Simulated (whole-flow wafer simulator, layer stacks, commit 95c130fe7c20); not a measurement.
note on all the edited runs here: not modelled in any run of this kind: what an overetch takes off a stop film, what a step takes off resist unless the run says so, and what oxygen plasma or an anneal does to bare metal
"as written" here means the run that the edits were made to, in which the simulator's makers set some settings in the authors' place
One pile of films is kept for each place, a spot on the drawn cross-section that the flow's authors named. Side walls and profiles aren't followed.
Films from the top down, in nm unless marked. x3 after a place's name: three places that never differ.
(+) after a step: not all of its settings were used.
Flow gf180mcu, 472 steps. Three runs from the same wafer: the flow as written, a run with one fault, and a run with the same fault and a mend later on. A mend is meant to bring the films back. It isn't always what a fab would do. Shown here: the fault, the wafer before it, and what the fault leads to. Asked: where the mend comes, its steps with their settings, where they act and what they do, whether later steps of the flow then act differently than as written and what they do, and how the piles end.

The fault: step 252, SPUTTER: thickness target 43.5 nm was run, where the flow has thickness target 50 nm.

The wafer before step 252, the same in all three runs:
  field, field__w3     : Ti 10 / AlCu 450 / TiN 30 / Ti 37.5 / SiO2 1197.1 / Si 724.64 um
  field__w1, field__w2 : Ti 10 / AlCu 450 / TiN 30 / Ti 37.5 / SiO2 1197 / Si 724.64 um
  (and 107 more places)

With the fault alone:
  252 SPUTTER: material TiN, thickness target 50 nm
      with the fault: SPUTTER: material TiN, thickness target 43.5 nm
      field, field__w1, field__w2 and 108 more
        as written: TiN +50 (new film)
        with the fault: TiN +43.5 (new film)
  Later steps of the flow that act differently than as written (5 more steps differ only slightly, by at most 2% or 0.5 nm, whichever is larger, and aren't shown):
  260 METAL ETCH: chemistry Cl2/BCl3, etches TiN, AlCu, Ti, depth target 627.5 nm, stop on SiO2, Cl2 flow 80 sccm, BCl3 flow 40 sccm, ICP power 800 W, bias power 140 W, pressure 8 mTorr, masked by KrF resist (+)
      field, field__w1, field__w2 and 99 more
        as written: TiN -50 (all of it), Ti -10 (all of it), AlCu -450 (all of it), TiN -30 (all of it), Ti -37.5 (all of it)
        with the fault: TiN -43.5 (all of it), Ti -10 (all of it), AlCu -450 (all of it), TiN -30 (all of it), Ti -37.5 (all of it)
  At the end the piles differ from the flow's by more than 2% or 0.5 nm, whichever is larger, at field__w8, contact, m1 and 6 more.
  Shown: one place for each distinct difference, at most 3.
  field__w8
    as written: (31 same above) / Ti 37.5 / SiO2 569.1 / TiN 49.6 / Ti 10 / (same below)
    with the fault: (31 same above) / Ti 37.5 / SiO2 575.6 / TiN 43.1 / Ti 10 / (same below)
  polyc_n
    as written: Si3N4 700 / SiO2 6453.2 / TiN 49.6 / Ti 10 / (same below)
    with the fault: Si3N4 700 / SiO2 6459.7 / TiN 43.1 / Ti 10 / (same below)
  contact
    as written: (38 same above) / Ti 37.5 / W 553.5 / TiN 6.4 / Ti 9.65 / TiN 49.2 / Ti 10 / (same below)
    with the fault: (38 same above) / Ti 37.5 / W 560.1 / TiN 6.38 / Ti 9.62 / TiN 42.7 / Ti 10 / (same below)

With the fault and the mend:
  The mend comes after step 252.
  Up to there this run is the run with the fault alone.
  252a SPUTTER: material TiN, thickness target 6.5 nm (the flow's step 252 once more, with other settings)
      field, field__w1, field__w2 and 108 more
        TiN +6.5
  No later step of the flow acts differently than as written at any place that is followed.
  At the end the piles are the same as the flow's at every place that both follow.
